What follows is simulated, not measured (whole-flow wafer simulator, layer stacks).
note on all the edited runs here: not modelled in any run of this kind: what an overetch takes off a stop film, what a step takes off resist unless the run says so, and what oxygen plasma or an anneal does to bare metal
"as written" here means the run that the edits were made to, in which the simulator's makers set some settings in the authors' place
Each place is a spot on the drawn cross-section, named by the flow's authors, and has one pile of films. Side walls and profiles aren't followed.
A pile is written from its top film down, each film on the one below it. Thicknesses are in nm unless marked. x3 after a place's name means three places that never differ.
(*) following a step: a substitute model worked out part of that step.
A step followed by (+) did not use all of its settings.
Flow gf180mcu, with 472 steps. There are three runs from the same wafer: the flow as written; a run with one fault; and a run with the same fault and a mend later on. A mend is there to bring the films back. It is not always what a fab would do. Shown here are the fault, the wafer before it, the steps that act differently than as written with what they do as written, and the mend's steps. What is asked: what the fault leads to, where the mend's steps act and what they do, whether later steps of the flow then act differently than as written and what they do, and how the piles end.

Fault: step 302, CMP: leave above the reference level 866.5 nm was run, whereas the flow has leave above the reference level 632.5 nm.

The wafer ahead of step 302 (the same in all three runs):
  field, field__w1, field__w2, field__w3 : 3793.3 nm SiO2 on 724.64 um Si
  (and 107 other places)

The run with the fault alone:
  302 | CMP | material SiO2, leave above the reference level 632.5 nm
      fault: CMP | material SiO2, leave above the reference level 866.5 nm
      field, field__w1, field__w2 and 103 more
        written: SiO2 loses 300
        fault: SiO2 loses 66
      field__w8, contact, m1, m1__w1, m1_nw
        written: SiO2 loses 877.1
        fault: SiO2 loses 643.1
  Later steps of the flow acting differently than as written:
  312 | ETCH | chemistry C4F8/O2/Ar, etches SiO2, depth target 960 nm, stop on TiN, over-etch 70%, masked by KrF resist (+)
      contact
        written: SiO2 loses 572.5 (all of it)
        fault: SiO2 loses 806.5 (all of it)
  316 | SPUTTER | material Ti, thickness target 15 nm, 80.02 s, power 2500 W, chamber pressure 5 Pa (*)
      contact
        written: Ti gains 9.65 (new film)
        fault: Ti gains 8.43 (new film)
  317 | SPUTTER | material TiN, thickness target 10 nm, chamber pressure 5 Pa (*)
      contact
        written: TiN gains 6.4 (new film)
        fault: TiN gains 5.59 (new film)
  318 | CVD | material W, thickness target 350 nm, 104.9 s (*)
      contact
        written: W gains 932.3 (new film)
        fault: W gains 1168.3 (new film)
  At field, field__w1, field__w2 and 109 more, the piles at the end differ from the flow's by more than 2% or 0.5 nm, whichever is larger.
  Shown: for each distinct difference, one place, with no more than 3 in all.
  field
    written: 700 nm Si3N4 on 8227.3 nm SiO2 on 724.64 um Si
    fault: 700 nm Si3N4 on 8461.3 nm SiO2 on 724.64 um Si
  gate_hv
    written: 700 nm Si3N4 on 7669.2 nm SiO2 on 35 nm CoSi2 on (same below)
    fault: 700 nm Si3N4 on 7903.2 nm SiO2 on 35 nm CoSi2 on (same below)
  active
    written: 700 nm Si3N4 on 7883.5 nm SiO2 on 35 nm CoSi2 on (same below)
    fault: 700 nm Si3N4 on 8117.5 nm SiO2 on 35 nm CoSi2 on (same below)

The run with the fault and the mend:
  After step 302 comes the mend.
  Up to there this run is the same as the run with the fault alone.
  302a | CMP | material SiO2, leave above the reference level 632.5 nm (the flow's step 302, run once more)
      field, field__w1, field__w2 and 108 more
        SiO2 loses 234
  Later steps of the flow that are run all act as written at every place that is followed.
  The piles end the same as the flow's at every place that both follow.
